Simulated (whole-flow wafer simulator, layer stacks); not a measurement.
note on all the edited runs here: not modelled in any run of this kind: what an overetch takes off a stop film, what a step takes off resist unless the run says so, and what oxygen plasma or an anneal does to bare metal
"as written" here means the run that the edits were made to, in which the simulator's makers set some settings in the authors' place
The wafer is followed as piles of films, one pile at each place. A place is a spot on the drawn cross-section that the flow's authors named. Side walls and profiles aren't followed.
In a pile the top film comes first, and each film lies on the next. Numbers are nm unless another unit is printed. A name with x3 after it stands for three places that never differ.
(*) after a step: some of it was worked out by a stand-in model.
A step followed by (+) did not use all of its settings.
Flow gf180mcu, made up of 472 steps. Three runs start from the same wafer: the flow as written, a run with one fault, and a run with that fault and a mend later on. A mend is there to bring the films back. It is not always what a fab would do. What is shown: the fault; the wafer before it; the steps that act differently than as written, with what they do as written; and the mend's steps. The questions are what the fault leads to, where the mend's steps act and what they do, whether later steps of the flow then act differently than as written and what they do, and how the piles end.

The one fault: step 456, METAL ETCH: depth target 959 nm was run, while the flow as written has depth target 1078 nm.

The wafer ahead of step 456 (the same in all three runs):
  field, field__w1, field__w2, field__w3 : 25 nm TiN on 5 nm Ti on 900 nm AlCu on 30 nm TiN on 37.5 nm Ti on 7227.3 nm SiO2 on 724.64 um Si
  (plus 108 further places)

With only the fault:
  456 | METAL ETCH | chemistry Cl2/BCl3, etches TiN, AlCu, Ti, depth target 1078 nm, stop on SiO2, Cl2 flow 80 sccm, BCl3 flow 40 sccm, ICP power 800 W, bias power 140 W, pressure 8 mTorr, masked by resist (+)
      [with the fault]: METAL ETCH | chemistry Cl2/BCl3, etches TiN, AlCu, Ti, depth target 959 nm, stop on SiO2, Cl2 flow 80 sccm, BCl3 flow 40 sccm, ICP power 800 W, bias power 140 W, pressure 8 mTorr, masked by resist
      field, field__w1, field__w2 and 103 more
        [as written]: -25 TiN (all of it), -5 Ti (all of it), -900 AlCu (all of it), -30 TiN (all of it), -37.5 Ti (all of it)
        [with the fault]: -25 TiN (all of it), -5 Ti (all of it), -900 AlCu (all of it), -29 TiN
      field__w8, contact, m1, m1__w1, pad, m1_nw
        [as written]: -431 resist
        [with the fault]: -383.6 resist
  Later steps of the flow acting differently than as written (4 more steps, not shown, differ only slightly: by at most 2% or 0.5 nm, whichever is larger):
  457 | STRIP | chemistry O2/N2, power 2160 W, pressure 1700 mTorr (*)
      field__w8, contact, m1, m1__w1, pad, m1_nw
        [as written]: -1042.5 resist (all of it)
        [with the fault]: -1089.9 resist (all of it)
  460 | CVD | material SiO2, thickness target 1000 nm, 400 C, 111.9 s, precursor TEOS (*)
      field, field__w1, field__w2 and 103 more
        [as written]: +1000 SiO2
        [with the fault]: +1000 SiO2 (new film)
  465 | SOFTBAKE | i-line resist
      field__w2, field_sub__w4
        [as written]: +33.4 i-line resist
        [with the fault]: +31.5 i-line resist
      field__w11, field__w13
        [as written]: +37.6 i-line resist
        [with the fault]: +35.5 i-line resist
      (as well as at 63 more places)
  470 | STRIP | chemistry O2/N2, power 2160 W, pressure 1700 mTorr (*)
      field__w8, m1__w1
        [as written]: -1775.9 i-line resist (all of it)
        [with the fault]: -1812.4 i-line resist (all of it)
  At field, field__w1, field__w2 and 103 more, the piles at the end differ from the flow's by more than 2% or 0.5 nm, whichever is larger.
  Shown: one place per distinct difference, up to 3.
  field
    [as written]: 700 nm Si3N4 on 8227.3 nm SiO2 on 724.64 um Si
    [with the fault]: 700 nm Si3N4 on 1000 nm SiO2 on 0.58 nm TiN on 37.5 nm Ti on 7227.3 nm SiO2 on 724.64 um Si
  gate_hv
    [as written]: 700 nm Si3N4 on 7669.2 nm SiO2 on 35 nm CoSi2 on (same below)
    [with the fault]: 700 nm Si3N4 on 1000 nm SiO2 on 0.58 nm TiN on 37.5 nm Ti on 6669.2 nm SiO2 on 35 nm CoSi2 on (same below)
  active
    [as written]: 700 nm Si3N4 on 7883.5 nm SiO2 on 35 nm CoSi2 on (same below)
    [with the fault]: 700 nm Si3N4 on 1000 nm SiO2 on 0.58 nm TiN on 37.5 nm Ti on 6883.5 nm SiO2 on 35 nm CoSi2 on (same below)

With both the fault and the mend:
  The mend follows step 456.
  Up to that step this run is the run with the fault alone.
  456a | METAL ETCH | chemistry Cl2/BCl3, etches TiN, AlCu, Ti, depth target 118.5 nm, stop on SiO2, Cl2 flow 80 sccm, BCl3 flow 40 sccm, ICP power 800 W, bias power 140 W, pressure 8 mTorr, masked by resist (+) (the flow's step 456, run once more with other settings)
      field, field__w1, field__w2 and 103 more
        -1 TiN (all of it), -37.5 Ti (all of it)
      field__w8, contact, m1, m1__w1, pad, m1_nw
        -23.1 resist
  Later steps of the flow acting differently than as written:
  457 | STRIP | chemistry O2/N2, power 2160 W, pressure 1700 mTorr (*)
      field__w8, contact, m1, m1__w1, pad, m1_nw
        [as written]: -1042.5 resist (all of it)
        [with the mend]: -1066.8 resist (all of it)
  By the end, the piles equal the flow's at every place that both follow.
